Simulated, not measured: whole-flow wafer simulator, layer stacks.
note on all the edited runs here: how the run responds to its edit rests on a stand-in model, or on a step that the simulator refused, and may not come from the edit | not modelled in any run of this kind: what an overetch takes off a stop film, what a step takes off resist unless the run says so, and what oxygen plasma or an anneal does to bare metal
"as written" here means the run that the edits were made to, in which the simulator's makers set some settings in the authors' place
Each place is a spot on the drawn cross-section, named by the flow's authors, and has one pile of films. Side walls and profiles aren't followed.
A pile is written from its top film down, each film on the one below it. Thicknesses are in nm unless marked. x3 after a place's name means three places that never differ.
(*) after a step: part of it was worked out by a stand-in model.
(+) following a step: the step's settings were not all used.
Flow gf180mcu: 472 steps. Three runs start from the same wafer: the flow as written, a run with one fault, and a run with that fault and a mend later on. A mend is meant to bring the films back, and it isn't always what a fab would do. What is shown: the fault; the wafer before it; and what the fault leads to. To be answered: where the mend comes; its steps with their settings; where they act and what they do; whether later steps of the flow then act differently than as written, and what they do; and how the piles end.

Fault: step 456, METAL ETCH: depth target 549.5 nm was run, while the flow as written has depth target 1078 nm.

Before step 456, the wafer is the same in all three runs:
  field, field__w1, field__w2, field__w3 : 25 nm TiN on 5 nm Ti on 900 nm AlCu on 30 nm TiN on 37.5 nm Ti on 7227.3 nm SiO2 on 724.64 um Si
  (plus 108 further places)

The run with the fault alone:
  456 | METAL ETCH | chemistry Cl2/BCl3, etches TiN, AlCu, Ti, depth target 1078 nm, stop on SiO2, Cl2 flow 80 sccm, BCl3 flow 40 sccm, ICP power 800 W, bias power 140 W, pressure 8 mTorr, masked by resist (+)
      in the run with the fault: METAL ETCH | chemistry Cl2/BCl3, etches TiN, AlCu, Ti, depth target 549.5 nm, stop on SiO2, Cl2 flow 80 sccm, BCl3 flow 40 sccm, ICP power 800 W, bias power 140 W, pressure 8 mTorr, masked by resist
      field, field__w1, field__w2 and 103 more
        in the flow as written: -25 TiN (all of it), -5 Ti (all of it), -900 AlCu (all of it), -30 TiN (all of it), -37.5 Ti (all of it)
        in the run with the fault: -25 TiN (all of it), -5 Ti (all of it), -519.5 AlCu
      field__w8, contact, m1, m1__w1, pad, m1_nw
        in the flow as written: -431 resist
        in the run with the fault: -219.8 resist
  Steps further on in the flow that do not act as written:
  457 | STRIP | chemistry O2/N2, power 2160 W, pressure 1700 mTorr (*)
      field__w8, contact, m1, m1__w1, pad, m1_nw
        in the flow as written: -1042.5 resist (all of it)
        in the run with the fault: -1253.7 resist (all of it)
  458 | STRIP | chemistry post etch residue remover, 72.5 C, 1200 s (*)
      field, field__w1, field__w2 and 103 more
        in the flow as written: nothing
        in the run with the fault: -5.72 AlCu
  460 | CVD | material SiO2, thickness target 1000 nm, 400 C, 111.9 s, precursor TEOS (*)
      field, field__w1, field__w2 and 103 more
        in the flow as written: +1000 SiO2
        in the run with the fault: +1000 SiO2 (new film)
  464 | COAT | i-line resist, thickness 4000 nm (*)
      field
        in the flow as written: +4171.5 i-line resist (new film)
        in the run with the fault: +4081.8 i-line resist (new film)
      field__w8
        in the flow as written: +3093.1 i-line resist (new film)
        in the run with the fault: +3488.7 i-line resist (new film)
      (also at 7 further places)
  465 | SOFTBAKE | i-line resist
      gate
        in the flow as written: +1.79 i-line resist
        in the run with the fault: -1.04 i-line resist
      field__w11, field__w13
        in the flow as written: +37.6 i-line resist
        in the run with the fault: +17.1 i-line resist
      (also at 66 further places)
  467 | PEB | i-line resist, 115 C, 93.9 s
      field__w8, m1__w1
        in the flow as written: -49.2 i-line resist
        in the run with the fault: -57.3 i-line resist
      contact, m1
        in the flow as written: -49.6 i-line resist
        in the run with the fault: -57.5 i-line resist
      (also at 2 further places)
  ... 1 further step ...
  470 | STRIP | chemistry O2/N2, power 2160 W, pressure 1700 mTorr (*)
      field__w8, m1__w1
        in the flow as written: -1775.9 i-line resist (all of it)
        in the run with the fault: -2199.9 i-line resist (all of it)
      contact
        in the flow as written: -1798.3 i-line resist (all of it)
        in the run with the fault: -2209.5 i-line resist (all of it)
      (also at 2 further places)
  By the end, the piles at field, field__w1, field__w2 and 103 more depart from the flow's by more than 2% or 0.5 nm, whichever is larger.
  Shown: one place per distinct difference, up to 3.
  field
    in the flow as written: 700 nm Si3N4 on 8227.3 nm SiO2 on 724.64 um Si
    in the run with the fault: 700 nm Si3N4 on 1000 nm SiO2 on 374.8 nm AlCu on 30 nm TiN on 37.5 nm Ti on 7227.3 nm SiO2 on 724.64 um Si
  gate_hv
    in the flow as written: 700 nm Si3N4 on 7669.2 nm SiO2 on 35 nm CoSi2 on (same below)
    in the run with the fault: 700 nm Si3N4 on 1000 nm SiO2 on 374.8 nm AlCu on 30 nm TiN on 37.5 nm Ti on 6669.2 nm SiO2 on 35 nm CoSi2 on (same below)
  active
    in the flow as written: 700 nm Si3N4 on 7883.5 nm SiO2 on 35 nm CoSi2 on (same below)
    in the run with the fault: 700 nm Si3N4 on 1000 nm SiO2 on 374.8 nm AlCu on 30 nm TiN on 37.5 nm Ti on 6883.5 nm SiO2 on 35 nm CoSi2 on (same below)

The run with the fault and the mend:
  The mend stands after step 458.
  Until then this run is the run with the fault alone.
  458a | DEHYDRATE | 200 C, 60 s (the flow's step 449 again)
      leaves every film unchanged at each place that is followed
  458b | HMDS | 120 C, 60 s (the flow's step 450 again)
      leaves every film unchanged at each place that is followed
  458c | COAT | resist, thickness 1500 nm (*) (the flow's step 451 again)
      iso_ptap_pw, iso_ntap_nw, iso_nw_fld and 33 more
        +1500 resist (new film)
      field_sub, field_sub__w1, field_sub__w2 and 11 more
        +1507.3 resist (new film)
      gate, ld_acc_n, ld_fp_n, ld_drift_n, sd_p_hv, nw_enc_fld, nw_enc_fld__w1
        +1507.4 resist (new film)
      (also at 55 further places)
  458d | SOFTBAKE | resist (the flow's step 452 again)
      field__w7, ld_acc_n
        -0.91 resist
      field__w8, contact
        -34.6 resist
      field__w9, ld_body_p_dnw
        -0.1 resist
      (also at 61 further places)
  458e | EXPOSE | photomask MetalTop (the flow's step 453 again)
      leaves every film unchanged at each place that is followed
  458f | PEB | resist, 70.3 s (the flow's step 454 again)
      iso_ptap_pw, iso_ntap_nw, iso_nw_fld and 33 more
        -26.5 resist
      field__w2, field__w3, field__w5 and 30 more
        -26.7 resist
      field__w6, field_sub, field_sub__w1 and 18 more
        -26.6 resist
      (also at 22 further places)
  458g | DEVELOP | thickness 1500 nm, 60 s (the flow's step 455 again)
      iso_ptap_pw, iso_ntap_nw, iso_nw_fld and 33 more
        -1473.5 resist (all of it)
      field__w2, field__w3, field__w11 and 7 more
        -1481 resist (all of it)
      field__w5, field__w7, field__w9, field__w12, active_nat, nplus_u, npoly_sal, ppoly_sal
        -1480.9 resist (all of it)
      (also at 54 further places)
  458h | METAL ETCH | chemistry Cl2/BCl3, etches TiN, AlCu, Ti, depth target 528 nm, stop on SiO2, Cl2 flow 80 sccm, BCl3 flow 40 sccm, ICP power 800 W, bias power 140 W, pressure 8 mTorr, masked by resist (+) (the flow's step 456 again, with other settings)
      field, field__w1, field__w2 and 103 more
        -374.8 AlCu (all of it), -30 TiN (all of it), -37.5 Ti (all of it)
      field__w8, contact, m1, m1__w1, pad, m1_nw
        -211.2 resist
  458i | STRIP | chemistry O2/N2, power 2160 W, pressure 1700 mTorr (*) (the flow's step 457 again)
      field__w8
        -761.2 resist (all of it)
      contact
        -759.9 resist (all of it)
      m1
        -760 resist (all of it)
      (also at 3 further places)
  458j | STRIP | chemistry post etch residue remover, 72.5 C, 1200 s (*) (the flow's step 458 again)
      field__w8, contact, m1, m1__w1, pad, m1_nw
        -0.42 TiN
  None of the later steps of the flow differs from how it acts as written, at any place that is followed, by more than 2% or 0.5 nm, whichever is larger.
  At the end the piles are close to the flow's at the places that both follow, differing by at most 2% or 0.5 nm, whichever is larger.
